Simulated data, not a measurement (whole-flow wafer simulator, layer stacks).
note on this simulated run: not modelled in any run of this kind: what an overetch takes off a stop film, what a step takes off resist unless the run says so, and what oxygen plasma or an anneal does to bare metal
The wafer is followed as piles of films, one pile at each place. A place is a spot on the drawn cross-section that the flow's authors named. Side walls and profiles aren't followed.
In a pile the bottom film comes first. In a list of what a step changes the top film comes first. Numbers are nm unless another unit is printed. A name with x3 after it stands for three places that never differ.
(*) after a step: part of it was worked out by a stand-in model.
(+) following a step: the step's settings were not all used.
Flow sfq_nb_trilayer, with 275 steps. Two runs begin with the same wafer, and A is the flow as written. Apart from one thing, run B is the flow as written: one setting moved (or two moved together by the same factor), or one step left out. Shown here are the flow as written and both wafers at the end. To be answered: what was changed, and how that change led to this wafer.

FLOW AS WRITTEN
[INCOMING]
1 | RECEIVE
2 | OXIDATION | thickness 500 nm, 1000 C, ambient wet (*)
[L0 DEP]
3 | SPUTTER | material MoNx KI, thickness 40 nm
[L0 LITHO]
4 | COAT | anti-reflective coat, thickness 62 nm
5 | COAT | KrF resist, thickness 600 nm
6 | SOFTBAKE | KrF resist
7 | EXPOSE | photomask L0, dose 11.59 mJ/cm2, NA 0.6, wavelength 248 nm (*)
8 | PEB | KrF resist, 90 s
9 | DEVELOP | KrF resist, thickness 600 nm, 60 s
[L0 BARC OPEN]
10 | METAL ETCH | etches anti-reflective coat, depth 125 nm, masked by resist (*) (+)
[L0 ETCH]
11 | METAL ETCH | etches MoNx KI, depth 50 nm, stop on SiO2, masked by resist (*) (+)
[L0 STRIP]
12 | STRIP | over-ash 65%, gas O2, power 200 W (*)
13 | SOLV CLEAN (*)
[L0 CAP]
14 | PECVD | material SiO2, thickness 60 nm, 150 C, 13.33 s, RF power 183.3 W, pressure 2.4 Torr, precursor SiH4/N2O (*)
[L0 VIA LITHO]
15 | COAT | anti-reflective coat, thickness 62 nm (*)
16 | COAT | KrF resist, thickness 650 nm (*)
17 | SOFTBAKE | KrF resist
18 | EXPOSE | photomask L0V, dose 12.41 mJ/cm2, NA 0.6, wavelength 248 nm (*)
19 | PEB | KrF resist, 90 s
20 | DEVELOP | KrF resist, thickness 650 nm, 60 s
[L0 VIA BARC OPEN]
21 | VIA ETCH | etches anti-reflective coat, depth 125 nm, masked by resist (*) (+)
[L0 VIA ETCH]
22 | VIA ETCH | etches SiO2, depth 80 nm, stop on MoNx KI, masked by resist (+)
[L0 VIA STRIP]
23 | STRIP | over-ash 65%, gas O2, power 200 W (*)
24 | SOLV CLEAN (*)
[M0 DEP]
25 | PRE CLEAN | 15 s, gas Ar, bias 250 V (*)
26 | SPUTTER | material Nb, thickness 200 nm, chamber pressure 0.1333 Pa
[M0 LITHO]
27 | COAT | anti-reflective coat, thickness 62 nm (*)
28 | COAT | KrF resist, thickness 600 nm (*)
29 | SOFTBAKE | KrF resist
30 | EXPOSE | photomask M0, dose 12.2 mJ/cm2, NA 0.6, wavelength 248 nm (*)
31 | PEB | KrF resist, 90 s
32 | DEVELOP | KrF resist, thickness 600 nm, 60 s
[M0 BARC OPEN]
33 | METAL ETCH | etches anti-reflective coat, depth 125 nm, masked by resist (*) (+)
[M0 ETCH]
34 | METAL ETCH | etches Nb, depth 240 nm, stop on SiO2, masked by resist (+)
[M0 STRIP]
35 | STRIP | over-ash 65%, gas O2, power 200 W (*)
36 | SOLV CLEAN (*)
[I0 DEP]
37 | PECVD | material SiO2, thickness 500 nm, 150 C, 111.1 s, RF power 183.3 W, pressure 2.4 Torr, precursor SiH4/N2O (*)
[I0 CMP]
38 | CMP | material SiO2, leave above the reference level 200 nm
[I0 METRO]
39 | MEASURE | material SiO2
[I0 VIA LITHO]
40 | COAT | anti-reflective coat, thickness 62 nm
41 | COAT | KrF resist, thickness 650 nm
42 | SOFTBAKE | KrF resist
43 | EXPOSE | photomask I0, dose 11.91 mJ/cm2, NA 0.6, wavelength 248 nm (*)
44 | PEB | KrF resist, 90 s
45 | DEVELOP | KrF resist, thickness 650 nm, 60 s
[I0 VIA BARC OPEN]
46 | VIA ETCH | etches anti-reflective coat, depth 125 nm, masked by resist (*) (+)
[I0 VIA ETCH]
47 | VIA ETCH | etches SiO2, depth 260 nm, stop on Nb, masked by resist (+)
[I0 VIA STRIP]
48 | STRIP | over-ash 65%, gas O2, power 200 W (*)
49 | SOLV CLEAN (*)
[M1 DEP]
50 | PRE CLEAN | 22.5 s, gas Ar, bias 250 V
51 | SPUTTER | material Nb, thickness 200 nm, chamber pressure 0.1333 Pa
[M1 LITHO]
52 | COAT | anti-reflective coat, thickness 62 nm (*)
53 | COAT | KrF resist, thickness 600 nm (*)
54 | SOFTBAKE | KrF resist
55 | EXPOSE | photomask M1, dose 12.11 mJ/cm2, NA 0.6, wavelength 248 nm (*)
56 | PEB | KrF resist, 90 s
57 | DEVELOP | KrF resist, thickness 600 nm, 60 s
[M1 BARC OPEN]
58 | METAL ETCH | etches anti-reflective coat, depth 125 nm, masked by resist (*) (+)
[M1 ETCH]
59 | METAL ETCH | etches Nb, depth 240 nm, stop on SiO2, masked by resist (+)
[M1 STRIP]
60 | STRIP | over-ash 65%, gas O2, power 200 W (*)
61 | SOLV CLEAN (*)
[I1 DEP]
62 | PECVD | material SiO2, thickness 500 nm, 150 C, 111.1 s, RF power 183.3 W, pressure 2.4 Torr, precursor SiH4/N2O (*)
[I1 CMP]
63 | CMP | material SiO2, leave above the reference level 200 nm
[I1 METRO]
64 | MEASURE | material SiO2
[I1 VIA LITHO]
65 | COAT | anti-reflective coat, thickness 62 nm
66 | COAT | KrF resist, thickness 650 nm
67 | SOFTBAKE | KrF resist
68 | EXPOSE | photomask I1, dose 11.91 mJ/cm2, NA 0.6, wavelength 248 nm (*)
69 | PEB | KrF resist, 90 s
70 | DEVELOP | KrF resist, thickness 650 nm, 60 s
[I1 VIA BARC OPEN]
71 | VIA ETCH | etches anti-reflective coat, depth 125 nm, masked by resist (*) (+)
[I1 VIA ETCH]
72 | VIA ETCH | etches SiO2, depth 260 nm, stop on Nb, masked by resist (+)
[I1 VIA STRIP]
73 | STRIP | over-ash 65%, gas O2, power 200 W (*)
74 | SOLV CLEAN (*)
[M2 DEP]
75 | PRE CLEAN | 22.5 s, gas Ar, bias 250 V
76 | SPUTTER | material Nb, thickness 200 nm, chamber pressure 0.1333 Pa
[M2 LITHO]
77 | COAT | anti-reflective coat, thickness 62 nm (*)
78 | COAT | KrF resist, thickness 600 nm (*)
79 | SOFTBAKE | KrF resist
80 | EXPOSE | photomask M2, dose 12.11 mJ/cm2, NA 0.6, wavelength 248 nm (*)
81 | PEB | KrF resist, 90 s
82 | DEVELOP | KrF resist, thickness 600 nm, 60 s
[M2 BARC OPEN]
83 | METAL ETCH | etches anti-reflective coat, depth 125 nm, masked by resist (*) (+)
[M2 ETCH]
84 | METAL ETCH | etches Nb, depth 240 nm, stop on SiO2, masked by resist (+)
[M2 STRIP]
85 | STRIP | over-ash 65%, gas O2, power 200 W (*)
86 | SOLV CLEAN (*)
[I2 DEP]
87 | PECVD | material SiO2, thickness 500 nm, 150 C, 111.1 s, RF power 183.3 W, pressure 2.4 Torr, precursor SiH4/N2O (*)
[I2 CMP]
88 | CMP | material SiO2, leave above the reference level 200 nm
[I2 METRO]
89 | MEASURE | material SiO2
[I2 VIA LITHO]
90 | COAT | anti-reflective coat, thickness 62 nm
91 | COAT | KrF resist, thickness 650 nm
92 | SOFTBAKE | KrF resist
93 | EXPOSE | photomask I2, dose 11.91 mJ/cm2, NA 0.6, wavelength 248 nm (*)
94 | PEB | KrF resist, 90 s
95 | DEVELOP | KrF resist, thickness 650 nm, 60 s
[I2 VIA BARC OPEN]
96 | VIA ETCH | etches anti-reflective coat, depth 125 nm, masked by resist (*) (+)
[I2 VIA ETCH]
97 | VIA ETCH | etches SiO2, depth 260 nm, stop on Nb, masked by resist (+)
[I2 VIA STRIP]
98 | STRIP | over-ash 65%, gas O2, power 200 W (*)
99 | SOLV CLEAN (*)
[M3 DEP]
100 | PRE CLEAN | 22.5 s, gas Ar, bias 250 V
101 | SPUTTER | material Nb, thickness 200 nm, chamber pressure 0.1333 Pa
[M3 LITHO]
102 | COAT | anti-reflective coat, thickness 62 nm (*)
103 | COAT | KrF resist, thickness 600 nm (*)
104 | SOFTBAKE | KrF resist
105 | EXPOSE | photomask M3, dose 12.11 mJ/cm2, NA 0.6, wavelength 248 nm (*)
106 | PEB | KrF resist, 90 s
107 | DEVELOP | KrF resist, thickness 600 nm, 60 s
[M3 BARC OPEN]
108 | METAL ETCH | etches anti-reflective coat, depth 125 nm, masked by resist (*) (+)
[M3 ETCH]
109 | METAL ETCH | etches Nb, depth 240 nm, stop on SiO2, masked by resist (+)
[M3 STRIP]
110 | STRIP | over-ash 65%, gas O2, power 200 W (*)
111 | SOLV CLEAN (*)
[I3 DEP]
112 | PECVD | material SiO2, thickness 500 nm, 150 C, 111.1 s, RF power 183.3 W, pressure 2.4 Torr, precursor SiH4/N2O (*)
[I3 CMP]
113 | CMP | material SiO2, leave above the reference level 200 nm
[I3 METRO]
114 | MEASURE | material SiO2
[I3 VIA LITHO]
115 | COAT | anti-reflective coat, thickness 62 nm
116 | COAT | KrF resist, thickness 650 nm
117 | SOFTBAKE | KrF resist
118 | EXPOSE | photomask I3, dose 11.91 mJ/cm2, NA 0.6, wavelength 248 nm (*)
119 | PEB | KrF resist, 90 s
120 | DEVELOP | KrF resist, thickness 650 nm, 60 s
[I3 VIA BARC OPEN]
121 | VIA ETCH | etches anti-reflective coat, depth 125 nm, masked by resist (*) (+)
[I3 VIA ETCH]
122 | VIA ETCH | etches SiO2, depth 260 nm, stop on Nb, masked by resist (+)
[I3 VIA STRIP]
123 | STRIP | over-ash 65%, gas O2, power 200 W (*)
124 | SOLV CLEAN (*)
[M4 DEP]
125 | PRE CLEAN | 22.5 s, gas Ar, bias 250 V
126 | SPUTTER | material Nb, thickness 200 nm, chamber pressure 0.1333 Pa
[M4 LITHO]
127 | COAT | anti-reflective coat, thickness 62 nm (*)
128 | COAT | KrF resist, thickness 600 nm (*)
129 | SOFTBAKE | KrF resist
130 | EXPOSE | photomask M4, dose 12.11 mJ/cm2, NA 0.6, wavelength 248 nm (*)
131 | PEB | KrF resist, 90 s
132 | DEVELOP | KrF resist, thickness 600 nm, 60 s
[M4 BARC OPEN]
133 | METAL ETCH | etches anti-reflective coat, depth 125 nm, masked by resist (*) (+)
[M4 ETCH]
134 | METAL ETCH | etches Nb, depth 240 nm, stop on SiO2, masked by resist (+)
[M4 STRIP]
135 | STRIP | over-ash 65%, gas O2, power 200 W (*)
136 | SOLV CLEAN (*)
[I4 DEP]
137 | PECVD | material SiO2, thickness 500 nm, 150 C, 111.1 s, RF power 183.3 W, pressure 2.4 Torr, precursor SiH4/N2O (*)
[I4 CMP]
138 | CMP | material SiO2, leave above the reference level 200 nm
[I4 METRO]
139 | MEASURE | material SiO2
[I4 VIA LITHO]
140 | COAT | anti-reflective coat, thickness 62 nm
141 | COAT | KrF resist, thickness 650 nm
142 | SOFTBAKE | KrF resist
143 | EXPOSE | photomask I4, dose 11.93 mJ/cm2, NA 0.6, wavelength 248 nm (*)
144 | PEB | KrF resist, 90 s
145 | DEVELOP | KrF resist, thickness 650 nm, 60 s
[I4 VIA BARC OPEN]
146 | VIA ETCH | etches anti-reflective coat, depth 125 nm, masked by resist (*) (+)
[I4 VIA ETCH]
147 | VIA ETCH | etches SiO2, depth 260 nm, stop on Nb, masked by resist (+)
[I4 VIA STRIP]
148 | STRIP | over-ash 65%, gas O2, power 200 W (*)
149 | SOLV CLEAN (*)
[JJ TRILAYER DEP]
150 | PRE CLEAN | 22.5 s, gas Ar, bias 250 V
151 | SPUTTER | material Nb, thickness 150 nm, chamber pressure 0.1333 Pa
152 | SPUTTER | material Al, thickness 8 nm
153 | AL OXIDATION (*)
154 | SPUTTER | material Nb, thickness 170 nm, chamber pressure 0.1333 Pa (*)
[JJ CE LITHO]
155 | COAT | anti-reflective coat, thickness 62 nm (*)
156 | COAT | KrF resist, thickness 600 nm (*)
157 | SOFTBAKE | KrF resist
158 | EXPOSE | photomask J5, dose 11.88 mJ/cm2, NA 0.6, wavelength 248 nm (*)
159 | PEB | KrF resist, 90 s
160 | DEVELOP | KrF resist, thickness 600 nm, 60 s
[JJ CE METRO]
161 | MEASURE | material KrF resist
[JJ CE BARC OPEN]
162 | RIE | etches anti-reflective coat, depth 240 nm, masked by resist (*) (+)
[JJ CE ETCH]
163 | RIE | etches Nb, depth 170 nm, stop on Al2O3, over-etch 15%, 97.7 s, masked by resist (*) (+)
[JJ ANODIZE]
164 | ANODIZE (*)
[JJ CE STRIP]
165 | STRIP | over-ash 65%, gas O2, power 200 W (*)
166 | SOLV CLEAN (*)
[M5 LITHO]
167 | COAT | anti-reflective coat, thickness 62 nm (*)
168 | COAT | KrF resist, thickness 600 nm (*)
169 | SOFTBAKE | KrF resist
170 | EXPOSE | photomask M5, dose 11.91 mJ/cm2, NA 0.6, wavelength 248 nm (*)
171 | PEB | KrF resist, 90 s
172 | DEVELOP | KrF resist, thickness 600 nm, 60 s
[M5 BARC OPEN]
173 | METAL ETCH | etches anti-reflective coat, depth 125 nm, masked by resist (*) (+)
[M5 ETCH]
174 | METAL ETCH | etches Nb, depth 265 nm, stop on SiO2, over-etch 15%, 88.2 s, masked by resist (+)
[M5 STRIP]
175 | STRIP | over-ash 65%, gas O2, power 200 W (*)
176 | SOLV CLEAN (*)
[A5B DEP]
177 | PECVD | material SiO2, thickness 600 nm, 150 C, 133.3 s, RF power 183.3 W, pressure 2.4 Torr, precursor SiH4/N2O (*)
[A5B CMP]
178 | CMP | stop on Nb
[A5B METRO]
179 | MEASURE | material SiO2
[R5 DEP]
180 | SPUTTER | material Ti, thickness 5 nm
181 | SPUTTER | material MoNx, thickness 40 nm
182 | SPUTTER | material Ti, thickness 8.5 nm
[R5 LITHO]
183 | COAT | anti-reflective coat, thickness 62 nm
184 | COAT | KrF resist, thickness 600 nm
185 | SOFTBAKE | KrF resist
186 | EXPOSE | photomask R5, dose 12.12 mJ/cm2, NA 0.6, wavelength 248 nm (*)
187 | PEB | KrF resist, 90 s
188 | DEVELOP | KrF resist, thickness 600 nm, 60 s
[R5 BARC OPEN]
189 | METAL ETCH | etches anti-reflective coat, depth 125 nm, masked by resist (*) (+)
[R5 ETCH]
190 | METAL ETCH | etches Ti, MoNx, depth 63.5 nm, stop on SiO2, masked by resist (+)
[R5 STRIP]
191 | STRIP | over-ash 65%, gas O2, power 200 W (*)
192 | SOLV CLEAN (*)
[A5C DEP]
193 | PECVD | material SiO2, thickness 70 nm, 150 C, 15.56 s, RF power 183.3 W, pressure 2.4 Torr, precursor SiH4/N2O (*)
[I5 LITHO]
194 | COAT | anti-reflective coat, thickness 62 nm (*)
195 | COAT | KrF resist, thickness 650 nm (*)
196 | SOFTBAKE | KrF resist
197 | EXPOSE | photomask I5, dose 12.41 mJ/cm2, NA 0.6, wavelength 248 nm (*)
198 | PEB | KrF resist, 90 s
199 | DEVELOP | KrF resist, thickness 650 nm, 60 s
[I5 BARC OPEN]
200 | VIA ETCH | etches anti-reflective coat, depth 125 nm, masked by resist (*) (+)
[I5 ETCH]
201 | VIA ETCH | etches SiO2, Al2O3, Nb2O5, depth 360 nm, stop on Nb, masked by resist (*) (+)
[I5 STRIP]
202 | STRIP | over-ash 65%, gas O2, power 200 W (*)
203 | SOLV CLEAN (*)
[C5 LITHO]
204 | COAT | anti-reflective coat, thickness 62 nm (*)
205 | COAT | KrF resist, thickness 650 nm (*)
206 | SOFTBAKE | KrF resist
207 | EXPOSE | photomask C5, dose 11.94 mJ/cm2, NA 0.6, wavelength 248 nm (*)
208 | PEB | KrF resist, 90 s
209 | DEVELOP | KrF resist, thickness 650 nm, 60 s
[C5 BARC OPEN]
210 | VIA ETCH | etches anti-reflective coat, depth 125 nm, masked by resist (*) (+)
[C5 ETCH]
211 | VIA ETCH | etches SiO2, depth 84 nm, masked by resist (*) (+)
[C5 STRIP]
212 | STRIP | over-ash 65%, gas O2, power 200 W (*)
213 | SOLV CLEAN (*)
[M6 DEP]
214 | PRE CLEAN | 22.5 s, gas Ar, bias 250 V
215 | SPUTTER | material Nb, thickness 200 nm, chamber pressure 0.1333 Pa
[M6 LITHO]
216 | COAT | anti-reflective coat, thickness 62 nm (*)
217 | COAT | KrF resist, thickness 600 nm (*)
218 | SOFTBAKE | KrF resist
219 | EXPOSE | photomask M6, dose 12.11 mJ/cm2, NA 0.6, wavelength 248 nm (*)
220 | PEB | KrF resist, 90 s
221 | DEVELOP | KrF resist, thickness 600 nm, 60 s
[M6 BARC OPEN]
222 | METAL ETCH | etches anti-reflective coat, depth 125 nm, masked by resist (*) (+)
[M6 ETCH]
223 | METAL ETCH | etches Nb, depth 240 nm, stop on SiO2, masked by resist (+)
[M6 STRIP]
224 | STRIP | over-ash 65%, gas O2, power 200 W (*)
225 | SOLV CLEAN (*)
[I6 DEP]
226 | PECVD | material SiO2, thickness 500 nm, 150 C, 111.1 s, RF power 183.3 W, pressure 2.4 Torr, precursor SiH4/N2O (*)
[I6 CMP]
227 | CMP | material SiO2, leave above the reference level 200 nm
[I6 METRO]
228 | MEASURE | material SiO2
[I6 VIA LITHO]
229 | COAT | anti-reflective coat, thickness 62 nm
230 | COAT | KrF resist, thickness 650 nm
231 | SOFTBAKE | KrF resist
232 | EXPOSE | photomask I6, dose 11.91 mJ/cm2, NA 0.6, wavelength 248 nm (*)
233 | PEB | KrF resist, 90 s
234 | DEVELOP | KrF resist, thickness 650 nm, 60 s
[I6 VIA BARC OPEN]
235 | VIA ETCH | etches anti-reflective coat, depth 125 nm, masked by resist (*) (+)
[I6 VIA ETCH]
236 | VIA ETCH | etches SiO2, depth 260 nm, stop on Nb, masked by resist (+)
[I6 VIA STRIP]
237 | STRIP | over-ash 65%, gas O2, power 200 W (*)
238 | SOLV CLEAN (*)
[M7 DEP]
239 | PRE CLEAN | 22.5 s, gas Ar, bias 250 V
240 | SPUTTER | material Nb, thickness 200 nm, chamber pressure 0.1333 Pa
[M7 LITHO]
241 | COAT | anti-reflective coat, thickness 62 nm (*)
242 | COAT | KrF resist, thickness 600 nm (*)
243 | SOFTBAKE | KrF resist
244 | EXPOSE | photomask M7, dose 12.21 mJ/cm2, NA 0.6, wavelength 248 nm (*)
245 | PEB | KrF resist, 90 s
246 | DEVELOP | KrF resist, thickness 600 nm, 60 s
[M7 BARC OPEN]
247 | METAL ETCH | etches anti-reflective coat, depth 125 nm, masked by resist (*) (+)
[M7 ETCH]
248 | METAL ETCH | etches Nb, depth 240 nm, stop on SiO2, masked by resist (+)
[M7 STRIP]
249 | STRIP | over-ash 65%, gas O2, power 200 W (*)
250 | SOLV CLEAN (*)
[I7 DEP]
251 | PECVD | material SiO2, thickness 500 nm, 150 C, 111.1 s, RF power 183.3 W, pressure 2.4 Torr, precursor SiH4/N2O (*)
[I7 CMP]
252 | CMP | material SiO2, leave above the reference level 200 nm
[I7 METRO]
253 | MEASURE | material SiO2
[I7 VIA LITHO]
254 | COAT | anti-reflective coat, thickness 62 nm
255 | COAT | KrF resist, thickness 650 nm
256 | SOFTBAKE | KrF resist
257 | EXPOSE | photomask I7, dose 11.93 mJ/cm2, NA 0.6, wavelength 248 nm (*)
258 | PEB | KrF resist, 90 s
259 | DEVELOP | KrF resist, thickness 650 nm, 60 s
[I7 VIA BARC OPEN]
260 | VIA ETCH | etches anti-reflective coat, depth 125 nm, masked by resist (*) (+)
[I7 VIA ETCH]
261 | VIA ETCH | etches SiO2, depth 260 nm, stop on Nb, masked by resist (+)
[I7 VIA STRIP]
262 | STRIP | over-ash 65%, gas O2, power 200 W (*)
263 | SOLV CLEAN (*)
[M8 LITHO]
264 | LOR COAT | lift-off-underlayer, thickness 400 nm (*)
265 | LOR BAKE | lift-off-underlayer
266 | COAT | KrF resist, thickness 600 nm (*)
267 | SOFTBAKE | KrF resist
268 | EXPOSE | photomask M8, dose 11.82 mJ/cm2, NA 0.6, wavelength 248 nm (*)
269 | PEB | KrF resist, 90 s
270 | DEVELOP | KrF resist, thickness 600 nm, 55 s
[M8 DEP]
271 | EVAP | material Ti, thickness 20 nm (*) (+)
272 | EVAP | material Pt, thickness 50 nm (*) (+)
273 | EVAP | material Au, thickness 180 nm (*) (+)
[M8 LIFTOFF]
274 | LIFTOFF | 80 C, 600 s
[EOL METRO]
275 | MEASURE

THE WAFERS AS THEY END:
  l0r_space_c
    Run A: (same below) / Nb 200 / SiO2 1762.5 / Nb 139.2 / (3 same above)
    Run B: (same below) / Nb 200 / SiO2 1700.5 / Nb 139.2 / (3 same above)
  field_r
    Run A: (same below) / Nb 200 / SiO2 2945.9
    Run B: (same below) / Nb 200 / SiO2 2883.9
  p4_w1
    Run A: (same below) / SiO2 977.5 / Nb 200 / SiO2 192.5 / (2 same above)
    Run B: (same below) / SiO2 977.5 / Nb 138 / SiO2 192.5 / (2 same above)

What caused this: step 101, SPUTTER: thickness 138 nm was run, though the flow has thickness 200 nm.
The wafer itself shows it: p4_w1 has Nb 138, and step 101 as written asks for 200 nm.

The path from the change to this, step by step:
  101 | SPUTTER | material Nb, thickness 200 nm, chamber pressure 0.1333 Pa
      field_l, v_sur, via_wl and 102 more: A +200 Nb (new film) | B +138 Nb (new film)
      via_w: A +165.5 Nb | B +113.9 Nb
  102 | COAT | anti-reflective coat, thickness 62 nm (*)
      via_wl: A +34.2 anti-reflective coat (new film) | B +32.6 anti-reflective coat (new film)
      via_w: A +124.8 anti-reflective coat (new film) | B +121.6 anti-reflective coat (new film)
  109 | METAL ETCH | etches Nb, depth 240 nm, stop on SiO2, masked by resist (+)
      field_l, be, be_sur and 72 more: A -200 Nb (all of it) | B -138 Nb (all of it)
      v_sur, via_wl, via_w and 28 more: A -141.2 KrF resist | B -121.8 KrF resist
  110 | STRIP | over-ash 65%, gas O2, power 200 W (*)
      p4_w1, p4_w2, p4_w3 and 21 more: A -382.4 KrF resist (all of it), -62 anti-reflective coat (all of it) | B -401.8 KrF resist (all of it), -62 anti-reflective coat (all of it)
      v_sur: A -365.3 KrF resist (all of it), -61.1 anti-reflective coat (all of it) | B -385.4 KrF resist (all of it), -60.8 anti-reflective coat (all of it)
      (as well as at 6 more places)
  112 | PECVD | material SiO2, thickness 500 nm, 150 C, 111.1 s, RF power 183.3 W, pressure 2.4 Torr, precursor SiH4/N2O (*)
      p4_g1, p4_g2, p3_s0, p3_s1, p3_s2, p3_s3, p3_s4, p3_s5: A +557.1 SiO2 | B +500 SiO2
      via_w: A +615 SiO2 (new film) | B +598.4 SiO2 (new film)
  113 | CMP | material SiO2, leave above the reference level 200 nm
      field_l, be, be_sur and 64 more: A -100 SiO2 | B -162 SiO2
      p4_g1, p4_g2, p3_s0, p3_s1, p3_s2, p3_s3, p3_s4, p3_s5: A -157.1 SiO2 | B -162 SiO2
      (as well as at 1 more place)
